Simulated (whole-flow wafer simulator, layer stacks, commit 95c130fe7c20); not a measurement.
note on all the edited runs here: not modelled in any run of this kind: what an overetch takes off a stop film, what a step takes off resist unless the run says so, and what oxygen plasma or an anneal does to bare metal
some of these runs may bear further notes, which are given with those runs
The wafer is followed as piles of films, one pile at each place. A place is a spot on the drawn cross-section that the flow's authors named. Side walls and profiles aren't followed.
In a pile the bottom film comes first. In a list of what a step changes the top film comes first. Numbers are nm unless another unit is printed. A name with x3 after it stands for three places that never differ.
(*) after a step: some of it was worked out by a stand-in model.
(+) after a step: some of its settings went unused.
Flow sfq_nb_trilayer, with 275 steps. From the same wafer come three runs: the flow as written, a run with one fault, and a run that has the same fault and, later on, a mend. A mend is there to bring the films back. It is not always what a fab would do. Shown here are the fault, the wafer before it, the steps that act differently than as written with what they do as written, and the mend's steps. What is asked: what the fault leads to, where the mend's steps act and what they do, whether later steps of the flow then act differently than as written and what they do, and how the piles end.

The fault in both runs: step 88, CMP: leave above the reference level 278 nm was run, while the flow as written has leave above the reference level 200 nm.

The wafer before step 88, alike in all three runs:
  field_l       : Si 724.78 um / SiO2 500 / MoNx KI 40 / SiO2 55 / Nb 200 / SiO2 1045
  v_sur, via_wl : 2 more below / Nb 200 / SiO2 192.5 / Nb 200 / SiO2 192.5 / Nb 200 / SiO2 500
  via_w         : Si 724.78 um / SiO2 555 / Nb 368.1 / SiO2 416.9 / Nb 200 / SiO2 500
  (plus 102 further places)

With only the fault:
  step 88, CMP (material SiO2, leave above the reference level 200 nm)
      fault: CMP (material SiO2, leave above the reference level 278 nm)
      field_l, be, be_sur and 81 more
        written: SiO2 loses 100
        fault: SiO2 loses 22
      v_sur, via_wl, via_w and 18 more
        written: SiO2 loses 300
        fault: SiO2 loses 222
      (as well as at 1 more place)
  Steps further on in the flow that do not act as written (not shown: 4 more steps that differ only slightly, by at most 2% or 0.5 nm, whichever is larger):
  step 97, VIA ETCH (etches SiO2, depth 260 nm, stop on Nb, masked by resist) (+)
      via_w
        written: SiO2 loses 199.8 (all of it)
        fault: SiO2 loses 260
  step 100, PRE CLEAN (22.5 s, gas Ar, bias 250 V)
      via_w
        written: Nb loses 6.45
        fault: SiO2 loses 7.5
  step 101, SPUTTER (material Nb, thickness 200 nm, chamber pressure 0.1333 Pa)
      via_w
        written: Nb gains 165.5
        fault: Nb gains 152.6 (new film)
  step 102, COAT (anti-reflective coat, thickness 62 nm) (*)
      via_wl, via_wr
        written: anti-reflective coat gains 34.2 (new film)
        fault: anti-reflective coat gains 23 (new film)
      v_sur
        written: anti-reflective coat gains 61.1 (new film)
        fault: anti-reflective coat gains 55.7 (new film)
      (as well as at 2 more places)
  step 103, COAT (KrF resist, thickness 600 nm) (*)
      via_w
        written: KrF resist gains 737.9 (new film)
        fault: KrF resist gains 794 (new film)
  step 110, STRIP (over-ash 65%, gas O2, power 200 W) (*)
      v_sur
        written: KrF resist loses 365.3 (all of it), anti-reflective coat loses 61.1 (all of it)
        fault: KrF resist loses 362.3 (all of it), anti-reflective coat loses 55.7 (all of it)
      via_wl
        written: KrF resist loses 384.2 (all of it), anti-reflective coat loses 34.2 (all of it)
        fault: KrF resist loses 383.9 (all of it), anti-reflective coat loses 23 (all of it)
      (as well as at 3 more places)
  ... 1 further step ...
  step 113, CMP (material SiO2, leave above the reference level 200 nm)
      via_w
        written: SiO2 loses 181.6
        fault: SiO2 loses 157.1
  The piles end different from the flow's at field_l, v_sur, via_wl and 103 more by more than 2% or 0.5 nm, whichever is larger.
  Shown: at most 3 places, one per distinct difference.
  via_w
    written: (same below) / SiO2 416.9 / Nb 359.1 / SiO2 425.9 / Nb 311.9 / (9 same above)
    fault: (same below) / SiO2 416.9 / Nb 200 / SiO2 10.3 / Nb 152.6 / SiO2 500.1 / Nb 311.9 / (9 same above)
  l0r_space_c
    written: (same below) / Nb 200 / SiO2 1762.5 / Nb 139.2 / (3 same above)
    fault: (same below) / Nb 200 / SiO2 1840.5 / Nb 139.2 / (3 same above)
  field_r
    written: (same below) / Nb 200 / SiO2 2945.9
    fault: (same below) / Nb 200 / SiO2 3023.9

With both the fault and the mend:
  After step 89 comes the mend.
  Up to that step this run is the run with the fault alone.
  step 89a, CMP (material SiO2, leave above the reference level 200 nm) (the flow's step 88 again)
      field_l, v_sur, via_wl and 103 more
        SiO2 loses 78
  None of the later steps of the flow acts differently than as written at any place that is followed.
  The piles end the same as the flow's at every place that both follow.
